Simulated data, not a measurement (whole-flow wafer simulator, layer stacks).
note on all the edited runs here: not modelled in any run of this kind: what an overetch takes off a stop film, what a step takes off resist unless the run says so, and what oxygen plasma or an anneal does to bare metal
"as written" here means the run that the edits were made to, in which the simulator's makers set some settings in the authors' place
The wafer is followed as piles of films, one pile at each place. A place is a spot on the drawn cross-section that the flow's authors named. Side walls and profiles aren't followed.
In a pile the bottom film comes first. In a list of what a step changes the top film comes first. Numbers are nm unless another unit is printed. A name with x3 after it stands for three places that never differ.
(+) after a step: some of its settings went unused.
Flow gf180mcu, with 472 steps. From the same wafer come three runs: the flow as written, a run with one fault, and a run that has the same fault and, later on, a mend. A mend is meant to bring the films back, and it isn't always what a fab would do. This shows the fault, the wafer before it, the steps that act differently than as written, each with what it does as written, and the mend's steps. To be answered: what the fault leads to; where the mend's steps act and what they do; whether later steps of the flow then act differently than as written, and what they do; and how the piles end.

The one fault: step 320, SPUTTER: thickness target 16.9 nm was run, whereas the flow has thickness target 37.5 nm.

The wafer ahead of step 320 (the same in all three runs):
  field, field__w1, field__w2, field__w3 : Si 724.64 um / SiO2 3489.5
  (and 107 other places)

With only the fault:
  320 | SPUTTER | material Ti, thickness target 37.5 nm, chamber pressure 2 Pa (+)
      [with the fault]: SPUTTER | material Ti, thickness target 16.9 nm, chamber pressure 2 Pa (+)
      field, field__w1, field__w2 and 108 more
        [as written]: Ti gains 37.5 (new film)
        [with the fault]: Ti gains 16.9 (new film)
  Later steps of the flow acting differently than as written:
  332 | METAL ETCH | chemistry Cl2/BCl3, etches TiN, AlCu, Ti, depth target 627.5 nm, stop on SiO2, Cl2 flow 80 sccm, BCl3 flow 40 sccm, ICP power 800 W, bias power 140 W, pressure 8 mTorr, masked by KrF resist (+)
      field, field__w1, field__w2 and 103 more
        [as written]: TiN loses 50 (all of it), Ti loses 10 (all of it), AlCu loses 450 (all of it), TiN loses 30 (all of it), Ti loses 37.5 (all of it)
        [with the fault]: TiN loses 50 (all of it), Ti loses 10 (all of it), AlCu loses 450 (all of it), TiN loses 30 (all of it), Ti loses 16.9 (all of it)
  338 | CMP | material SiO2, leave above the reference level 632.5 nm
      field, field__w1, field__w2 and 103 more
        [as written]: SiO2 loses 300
        [with the fault]: SiO2 loses 320.6
  At field__w8, contact, m1, m1__w1, m1_nw, the piles at the end differ from the flow's by more than 2% or 0.5 nm, whichever is larger.
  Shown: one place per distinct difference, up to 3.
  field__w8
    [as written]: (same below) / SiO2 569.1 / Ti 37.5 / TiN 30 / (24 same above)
    [with the fault]: (same below) / SiO2 569.1 / Ti 16.9 / TiN 30 / (24 same above)
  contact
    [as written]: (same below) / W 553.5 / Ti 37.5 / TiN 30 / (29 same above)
    [with the fault]: (same below) / W 553.5 / Ti 16.9 / TiN 30 / (29 same above)

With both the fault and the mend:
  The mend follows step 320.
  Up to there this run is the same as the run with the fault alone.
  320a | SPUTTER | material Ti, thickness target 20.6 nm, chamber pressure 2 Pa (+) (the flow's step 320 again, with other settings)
      field, field__w1, field__w2 and 108 more
        Ti gains 20.6
  None of the later steps of the flow acts differently than as written at any place that is followed.
  At every place that both follow, the piles at the end match the flow's.
